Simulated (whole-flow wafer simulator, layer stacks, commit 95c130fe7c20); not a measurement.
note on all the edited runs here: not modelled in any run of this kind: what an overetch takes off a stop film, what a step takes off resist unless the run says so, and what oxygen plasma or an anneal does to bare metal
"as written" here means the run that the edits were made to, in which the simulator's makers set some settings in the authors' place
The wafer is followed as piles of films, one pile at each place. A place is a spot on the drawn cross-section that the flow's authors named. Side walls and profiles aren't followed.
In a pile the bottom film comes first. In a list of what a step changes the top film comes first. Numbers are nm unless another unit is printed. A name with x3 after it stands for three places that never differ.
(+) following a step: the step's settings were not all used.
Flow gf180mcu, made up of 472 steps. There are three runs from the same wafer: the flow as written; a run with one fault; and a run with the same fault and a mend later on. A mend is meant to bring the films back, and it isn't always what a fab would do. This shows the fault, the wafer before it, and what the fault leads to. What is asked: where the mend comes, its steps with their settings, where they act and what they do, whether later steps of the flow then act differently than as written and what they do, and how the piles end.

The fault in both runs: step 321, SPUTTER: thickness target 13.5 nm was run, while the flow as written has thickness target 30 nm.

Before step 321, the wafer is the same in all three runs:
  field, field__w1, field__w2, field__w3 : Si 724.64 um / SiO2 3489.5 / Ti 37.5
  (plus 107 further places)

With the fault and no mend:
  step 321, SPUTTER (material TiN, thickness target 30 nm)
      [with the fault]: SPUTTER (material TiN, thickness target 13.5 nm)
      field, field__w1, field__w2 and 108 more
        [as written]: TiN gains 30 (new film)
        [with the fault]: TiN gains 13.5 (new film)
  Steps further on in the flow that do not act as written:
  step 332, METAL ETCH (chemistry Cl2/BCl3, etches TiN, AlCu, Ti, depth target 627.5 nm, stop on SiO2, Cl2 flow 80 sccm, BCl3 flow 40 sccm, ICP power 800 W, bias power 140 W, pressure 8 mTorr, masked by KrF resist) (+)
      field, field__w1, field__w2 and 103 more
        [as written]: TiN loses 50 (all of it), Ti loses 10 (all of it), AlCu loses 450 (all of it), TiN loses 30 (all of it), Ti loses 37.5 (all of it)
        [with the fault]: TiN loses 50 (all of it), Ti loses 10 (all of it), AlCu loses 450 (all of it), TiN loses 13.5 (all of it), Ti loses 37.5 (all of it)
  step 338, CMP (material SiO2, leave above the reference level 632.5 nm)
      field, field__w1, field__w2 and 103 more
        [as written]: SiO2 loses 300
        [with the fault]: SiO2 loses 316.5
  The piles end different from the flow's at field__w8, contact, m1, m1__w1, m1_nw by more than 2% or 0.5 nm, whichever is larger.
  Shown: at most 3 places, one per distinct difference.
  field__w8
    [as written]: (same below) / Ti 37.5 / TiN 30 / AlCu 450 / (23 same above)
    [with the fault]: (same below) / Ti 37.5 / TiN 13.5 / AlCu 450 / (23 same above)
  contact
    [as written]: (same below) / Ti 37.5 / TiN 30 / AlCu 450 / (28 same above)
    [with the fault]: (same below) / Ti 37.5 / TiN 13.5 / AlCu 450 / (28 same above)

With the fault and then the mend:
  After step 321 comes the mend.
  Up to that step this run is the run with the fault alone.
  step 321a, SPUTTER (material TiN, thickness target 16.5 nm) (the flow's step 321, run once more with other settings)
      field, field__w1, field__w2 and 108 more
        TiN gains 16.5
  Later steps of the flow that are run all act as written at every place that is followed.
  The piles end the same as the flow's at every place that both follow.
